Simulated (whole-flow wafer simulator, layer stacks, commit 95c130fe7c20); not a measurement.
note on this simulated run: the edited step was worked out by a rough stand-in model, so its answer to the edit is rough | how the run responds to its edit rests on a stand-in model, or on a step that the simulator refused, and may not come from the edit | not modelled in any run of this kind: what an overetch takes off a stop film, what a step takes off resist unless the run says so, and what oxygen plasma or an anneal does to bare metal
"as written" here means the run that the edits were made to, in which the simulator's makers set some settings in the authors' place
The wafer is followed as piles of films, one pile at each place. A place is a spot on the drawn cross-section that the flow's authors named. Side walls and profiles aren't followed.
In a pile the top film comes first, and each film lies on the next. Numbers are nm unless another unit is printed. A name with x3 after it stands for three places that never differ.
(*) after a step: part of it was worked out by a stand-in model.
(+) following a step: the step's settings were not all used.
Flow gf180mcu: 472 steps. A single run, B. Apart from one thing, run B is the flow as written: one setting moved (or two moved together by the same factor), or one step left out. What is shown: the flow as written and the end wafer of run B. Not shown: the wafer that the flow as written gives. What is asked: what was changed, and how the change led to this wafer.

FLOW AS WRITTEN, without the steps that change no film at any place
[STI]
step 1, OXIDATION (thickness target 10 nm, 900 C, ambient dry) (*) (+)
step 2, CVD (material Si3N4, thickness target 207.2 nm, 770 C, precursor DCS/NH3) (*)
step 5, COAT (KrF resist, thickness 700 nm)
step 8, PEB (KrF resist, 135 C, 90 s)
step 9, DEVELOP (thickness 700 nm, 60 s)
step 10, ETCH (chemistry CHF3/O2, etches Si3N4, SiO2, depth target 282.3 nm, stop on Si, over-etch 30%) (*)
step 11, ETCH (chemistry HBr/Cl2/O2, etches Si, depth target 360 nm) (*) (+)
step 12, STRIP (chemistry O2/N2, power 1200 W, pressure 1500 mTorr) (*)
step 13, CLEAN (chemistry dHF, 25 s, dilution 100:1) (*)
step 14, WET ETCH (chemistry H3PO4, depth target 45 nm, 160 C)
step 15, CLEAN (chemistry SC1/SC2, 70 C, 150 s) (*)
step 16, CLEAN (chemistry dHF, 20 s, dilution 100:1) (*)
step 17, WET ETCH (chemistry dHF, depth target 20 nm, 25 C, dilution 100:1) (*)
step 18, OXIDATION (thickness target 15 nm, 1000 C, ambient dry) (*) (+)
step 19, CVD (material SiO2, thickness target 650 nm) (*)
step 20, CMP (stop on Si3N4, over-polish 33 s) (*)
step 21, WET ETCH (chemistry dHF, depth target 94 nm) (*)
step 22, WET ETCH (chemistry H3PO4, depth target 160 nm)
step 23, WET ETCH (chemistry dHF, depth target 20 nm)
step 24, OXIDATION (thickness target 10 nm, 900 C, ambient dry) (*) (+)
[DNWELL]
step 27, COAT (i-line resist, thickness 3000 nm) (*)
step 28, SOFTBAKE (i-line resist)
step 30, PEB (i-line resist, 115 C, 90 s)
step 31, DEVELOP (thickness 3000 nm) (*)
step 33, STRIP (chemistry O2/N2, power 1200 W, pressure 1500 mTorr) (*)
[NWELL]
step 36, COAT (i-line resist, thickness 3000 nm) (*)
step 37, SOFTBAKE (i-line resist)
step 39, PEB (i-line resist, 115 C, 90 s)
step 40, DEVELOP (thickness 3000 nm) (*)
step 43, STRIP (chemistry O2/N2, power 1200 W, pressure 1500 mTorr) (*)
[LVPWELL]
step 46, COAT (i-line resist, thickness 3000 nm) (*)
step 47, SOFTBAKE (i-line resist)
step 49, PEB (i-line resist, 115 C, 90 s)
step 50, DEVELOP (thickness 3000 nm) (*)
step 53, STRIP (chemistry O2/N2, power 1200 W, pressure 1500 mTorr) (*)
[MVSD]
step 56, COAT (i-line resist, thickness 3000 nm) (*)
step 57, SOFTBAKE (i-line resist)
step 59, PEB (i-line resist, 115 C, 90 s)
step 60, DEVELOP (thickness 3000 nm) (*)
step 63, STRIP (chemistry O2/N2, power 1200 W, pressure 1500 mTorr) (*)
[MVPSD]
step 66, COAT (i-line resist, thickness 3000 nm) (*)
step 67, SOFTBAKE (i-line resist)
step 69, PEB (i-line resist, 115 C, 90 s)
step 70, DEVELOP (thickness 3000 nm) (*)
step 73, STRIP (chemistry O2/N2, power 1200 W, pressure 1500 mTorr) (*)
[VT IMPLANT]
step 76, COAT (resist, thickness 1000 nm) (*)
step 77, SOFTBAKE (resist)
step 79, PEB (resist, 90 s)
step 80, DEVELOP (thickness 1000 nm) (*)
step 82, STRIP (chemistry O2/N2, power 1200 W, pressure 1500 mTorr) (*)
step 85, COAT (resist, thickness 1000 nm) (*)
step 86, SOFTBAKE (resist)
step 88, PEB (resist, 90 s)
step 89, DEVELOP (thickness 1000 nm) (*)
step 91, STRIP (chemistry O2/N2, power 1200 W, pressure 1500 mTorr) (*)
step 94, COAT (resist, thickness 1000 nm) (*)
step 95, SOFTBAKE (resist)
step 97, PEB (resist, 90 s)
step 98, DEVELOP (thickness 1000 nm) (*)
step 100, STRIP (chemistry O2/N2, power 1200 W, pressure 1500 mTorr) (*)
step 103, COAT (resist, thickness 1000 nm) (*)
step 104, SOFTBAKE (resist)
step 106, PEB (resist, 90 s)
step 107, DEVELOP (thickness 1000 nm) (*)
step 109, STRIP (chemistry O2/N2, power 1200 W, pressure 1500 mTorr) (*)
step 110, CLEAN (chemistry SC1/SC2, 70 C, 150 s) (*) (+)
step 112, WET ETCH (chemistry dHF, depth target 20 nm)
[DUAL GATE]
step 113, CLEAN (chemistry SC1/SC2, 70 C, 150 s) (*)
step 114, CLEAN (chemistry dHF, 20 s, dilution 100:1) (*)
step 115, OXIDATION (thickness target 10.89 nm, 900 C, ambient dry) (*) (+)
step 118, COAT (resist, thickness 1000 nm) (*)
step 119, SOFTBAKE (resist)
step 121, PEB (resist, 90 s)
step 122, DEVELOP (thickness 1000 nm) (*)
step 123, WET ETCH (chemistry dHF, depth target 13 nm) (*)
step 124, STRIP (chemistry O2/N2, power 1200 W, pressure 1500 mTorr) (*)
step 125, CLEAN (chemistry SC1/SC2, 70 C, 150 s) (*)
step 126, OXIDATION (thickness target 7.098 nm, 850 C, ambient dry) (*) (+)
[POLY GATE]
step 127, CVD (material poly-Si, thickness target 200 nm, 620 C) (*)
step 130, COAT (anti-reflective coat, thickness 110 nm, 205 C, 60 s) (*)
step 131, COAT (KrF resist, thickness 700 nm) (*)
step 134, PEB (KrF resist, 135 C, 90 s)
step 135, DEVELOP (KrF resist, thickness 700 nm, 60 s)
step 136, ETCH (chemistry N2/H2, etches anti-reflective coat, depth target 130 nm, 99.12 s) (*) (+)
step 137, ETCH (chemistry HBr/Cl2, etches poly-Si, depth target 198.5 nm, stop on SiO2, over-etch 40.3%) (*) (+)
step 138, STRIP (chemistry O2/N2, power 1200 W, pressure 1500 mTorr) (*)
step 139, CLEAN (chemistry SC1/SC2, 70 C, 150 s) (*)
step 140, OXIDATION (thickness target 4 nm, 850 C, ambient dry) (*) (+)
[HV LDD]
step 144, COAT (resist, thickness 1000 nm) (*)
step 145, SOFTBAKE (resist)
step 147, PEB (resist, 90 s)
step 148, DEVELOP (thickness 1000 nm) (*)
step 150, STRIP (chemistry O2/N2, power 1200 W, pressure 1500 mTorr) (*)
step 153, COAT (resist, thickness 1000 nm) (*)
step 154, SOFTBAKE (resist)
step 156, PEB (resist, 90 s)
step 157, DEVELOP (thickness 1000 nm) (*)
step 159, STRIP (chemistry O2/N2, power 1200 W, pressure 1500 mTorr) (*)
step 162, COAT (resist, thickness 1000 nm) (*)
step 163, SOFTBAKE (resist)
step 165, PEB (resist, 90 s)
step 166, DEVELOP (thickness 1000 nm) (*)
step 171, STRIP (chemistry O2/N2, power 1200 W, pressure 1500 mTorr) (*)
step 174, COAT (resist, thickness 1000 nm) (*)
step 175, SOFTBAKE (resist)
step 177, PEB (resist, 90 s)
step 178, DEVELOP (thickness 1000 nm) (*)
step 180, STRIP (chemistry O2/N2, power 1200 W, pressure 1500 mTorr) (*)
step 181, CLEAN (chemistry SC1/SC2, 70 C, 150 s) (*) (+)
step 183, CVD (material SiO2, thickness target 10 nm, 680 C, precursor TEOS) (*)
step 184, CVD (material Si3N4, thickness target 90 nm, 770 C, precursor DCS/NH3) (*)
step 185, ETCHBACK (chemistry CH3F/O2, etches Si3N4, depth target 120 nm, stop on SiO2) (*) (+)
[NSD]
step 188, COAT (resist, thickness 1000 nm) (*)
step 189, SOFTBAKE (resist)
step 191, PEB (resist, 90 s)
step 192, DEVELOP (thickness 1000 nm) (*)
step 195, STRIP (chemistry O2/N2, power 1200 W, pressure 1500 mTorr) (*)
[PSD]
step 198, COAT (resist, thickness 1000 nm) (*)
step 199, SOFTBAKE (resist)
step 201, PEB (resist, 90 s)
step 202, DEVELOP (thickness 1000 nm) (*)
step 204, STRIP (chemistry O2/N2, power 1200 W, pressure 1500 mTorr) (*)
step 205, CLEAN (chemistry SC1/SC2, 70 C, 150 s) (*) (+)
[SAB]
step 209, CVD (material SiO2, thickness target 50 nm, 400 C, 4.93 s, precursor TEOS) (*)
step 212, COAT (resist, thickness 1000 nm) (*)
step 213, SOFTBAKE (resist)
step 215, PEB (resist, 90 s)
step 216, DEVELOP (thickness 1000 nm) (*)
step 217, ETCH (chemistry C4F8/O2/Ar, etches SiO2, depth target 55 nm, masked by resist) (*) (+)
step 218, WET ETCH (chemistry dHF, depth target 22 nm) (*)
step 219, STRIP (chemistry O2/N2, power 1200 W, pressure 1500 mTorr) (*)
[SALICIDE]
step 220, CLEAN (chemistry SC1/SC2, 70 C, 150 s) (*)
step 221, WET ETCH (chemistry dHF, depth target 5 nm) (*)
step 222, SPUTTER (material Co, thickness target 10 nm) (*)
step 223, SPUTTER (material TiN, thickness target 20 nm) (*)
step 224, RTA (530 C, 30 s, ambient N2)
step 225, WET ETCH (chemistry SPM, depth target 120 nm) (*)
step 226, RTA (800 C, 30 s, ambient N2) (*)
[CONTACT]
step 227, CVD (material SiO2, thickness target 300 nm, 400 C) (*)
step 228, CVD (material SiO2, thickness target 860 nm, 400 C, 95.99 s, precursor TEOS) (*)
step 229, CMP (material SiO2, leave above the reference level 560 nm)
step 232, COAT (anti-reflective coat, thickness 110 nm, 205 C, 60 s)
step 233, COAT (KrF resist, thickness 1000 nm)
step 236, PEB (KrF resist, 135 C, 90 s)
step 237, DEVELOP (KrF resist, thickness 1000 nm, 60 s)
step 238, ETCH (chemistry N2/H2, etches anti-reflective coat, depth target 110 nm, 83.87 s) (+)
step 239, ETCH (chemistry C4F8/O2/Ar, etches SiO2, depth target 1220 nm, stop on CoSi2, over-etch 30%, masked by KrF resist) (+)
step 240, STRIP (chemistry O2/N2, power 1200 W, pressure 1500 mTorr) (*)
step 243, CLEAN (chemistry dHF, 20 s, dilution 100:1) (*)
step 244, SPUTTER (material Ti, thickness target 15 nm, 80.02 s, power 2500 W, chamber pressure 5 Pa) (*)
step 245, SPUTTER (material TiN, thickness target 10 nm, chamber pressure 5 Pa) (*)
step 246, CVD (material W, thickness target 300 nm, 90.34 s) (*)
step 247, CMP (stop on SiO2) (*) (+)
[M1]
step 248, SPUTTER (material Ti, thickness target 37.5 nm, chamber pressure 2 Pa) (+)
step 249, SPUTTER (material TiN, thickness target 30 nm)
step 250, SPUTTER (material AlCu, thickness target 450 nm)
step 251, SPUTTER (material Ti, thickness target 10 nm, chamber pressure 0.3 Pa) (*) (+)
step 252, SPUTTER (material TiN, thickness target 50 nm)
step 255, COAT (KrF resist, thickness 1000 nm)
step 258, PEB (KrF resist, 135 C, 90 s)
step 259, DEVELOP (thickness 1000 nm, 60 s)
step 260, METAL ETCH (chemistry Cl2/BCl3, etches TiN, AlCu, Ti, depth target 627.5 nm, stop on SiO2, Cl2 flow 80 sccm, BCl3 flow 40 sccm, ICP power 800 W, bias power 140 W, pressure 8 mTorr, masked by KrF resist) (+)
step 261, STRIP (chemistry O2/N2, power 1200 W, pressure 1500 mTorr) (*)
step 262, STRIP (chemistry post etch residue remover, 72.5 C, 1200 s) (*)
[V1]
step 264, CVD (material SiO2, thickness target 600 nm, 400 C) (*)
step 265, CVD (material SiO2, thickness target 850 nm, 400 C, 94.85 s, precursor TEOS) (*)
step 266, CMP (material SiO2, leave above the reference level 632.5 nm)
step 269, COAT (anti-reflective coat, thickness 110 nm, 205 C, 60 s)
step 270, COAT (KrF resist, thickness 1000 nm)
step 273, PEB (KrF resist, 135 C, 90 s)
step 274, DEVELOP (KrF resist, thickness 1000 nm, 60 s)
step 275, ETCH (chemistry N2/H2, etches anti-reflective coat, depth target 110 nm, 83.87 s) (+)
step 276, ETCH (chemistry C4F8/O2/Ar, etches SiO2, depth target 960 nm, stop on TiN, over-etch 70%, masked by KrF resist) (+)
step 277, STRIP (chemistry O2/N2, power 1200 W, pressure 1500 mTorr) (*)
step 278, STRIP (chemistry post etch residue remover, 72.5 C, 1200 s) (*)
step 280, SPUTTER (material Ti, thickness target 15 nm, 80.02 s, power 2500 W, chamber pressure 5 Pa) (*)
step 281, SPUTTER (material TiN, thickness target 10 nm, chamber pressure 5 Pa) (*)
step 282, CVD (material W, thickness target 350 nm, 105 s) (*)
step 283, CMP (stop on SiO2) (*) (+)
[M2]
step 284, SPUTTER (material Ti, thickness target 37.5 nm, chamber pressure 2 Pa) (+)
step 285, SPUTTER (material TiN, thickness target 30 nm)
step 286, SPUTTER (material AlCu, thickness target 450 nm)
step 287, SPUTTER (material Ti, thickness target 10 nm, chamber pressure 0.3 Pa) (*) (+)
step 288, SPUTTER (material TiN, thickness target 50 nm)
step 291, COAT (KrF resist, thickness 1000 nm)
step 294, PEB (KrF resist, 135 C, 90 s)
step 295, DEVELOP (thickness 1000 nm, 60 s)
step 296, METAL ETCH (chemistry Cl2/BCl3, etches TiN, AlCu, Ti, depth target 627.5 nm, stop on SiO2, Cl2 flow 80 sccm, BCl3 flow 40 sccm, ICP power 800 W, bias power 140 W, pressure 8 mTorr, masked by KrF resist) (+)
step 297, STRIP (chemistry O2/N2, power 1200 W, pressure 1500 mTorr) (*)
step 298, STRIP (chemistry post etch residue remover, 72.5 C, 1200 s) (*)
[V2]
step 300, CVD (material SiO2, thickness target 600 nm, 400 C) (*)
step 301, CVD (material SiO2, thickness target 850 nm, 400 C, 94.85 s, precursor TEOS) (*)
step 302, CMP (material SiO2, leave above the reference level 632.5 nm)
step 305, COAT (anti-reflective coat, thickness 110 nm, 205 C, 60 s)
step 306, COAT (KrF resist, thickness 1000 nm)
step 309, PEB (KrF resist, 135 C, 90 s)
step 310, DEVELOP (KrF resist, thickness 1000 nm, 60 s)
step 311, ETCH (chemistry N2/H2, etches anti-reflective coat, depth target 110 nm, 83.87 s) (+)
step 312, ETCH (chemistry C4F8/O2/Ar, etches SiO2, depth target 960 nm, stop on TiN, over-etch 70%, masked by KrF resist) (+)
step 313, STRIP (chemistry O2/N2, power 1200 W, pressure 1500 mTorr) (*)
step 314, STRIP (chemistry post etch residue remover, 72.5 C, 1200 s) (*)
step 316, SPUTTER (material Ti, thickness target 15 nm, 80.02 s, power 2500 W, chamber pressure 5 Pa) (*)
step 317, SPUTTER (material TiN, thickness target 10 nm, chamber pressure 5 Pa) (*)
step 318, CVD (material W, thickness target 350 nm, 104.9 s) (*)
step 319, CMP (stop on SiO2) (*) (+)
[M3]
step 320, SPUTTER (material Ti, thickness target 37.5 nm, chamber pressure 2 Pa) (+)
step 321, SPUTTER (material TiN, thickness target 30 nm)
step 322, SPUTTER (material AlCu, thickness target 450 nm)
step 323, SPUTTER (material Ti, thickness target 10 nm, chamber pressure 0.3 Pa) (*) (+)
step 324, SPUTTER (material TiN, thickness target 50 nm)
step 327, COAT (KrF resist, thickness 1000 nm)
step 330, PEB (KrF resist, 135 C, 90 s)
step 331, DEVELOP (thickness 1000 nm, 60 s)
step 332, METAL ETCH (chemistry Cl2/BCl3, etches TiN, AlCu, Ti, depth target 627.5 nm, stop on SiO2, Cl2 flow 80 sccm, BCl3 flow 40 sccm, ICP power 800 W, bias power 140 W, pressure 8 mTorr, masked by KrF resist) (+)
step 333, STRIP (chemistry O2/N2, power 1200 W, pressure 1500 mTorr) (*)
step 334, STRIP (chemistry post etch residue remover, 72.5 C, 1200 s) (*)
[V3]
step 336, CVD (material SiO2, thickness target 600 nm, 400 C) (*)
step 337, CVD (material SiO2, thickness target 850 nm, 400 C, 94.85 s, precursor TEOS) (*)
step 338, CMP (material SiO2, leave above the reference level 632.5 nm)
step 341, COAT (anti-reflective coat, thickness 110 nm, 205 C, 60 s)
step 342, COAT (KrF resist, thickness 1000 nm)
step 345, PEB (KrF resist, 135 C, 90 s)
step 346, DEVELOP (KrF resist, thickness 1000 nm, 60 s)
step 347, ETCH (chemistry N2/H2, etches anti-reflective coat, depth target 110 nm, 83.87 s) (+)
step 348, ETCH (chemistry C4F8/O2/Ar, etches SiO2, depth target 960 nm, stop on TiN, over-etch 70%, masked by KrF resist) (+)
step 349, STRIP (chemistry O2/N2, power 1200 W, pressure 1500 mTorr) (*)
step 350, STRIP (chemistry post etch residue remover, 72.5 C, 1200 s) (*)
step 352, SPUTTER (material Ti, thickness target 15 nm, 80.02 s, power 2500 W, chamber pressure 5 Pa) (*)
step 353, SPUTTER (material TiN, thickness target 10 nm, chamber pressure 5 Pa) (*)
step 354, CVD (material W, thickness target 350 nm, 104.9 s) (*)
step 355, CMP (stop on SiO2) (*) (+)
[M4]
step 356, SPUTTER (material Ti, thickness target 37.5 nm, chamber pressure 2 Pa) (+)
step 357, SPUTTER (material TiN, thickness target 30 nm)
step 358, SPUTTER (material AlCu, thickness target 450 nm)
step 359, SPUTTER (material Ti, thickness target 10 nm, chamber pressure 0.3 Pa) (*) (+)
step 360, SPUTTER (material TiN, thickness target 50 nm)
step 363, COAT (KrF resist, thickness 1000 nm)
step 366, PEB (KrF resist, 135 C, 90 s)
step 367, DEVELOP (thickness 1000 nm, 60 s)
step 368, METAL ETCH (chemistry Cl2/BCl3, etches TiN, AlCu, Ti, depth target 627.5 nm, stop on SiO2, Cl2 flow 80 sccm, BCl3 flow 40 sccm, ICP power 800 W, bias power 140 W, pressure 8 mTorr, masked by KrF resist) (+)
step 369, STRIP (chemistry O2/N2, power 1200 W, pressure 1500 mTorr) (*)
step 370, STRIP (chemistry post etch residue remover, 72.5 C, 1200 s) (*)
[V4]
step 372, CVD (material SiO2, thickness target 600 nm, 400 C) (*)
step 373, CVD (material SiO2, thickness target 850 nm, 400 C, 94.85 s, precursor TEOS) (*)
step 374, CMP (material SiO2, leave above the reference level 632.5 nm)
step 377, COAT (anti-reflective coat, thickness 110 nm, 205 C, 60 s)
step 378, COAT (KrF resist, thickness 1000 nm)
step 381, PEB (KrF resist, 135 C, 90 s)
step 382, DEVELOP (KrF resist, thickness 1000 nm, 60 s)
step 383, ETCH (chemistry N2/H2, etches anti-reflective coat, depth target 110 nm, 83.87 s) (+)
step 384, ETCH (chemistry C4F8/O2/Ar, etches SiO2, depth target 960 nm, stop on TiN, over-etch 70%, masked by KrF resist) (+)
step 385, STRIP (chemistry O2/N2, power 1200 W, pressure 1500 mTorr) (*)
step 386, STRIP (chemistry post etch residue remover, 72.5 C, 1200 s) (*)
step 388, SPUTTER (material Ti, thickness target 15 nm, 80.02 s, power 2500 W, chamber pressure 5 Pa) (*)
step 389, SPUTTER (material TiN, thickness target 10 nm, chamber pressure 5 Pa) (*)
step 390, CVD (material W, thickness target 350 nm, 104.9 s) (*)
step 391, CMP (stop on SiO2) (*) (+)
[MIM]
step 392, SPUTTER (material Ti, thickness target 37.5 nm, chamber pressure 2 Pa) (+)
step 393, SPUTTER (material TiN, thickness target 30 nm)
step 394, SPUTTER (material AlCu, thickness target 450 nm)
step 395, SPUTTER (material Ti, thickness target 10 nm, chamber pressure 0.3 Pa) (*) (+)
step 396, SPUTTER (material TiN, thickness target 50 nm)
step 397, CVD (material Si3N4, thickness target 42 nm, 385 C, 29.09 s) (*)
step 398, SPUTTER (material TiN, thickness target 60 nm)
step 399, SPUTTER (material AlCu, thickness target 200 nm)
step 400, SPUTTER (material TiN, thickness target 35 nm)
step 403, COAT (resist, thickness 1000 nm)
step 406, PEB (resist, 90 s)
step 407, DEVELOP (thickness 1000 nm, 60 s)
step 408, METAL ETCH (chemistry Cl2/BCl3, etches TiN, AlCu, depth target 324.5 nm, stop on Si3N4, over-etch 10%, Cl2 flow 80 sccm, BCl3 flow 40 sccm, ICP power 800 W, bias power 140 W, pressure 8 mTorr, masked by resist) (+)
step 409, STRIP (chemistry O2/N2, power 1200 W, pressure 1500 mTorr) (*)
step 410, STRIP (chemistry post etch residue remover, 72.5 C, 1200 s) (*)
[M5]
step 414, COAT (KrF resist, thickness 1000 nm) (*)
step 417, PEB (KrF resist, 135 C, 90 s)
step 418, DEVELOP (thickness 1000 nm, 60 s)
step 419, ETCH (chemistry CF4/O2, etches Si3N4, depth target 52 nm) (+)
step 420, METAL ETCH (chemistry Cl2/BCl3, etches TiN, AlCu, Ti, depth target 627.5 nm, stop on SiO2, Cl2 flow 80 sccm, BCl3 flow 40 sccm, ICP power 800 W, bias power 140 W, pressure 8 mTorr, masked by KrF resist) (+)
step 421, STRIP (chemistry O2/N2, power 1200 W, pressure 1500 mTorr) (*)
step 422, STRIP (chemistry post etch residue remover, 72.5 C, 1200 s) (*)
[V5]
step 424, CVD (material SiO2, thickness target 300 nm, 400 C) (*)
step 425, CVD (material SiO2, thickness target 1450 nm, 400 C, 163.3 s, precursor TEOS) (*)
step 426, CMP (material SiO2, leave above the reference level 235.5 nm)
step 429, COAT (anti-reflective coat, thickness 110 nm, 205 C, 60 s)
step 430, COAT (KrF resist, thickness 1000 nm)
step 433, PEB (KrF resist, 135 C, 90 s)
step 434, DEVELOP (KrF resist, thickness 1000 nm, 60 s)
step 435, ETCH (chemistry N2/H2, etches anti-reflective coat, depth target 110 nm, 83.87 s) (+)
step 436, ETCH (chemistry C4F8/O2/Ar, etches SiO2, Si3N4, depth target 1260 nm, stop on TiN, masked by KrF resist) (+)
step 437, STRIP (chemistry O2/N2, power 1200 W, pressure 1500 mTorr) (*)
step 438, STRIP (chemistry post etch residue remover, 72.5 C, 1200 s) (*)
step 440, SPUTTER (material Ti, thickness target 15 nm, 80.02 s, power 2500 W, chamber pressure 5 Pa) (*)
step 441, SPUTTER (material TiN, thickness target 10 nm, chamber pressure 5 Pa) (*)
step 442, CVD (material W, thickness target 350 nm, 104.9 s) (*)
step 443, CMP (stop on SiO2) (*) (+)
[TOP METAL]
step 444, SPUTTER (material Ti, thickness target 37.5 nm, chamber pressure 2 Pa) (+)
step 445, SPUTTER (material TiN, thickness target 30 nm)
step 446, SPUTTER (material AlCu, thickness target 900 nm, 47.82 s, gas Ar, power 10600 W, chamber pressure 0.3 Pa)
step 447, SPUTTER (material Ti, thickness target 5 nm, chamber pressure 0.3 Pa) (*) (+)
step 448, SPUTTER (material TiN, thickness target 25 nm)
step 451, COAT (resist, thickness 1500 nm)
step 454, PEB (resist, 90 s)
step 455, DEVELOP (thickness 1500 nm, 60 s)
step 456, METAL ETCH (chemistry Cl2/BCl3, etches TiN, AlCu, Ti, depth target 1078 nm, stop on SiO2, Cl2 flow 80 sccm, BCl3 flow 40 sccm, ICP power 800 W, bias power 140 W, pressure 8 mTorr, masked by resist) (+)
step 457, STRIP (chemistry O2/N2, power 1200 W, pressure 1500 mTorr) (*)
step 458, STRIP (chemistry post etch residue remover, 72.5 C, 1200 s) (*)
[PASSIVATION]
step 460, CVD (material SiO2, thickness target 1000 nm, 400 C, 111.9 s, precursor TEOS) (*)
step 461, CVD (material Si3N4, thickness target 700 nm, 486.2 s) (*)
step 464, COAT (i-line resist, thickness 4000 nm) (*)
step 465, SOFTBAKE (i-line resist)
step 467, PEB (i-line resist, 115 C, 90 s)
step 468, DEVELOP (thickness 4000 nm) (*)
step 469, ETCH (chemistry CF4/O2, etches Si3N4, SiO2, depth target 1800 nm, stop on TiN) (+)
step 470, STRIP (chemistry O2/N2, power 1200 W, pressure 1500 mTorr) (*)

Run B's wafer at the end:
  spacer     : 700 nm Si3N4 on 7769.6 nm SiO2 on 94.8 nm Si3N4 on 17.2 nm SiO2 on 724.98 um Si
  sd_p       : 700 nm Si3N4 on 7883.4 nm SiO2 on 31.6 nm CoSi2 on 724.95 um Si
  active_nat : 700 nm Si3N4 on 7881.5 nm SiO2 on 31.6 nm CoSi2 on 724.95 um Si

What caused this: step 184, CVD: thickness target 99 nm was run, while the flow as written has thickness target 90 nm.

Step by step, how the change led to this:
  step 184, CVD (material Si3N4, thickness target 90 nm, 770 C, precursor DCS/NH3) (*)
      field, field__w1, field__w2 and 101 more: Si3N4 gains 99 (new film) (it would be, as written: Si3N4 gains 90 (new film))
  step 185, ETCHBACK (chemistry CH3F/O2, etches Si3N4, depth target 120 nm, stop on SiO2) (*) (+)
      field, field__w1, field__w2 and 100 more: Si3N4 loses 99 (all of it), SiO2 loses 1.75 (it would be, as written: Si3N4 loses 90 (all of it), SiO2 loses 2.5)
  step 189, SOFTBAKE (resist)
      field__w9: resist loses 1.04 (it would be, as written: resist gains 1.85)
      nw_enc_fld_lv__w3: resist loses 0.53 (it would be, as written: resist gains 0.35)
  step 199, SOFTBAKE (resist)
      field__w9: resist loses 1.04 (it would be, as written: resist gains 1.85)
      nw_enc_fld_lv__w3: resist loses 0.53 (it would be, as written: resist gains 0.35)
  step 218, WET ETCH (chemistry dHF, depth target 22 nm) (*)
      gate, gate_hv, gate_p and 23 more: SiO2 loses 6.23 (all of it) (it would be, as written: SiO2 loses 5.48 (all of it))
      active, p_well, sd_n, iso_ptap_pw, iso_ntap_nw, iso_ptap_sub, vpnp_e: SiO2 loses 9.76 (all of it) (it would be, as written: SiO2 loses 9.01 (all of it))
      (as well as at 16 more places)
  step 226, RTA (800 C, 30 s, ambient N2) (*)
      ld_drn_p: CoSi2 gains 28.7 (new film), CoSi loses 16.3 (all of it), Si loses 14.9 (it would be, as written: CoSi2 gains 29.4 (new film), CoSi loses 16.7 (all of it), Si loses 15.2)
  step 229, CMP (material SiO2, leave above the reference level 560 nm)
      spacer: SiO2 loses 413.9 (it would be, as written: SiO2 loses 404.9)
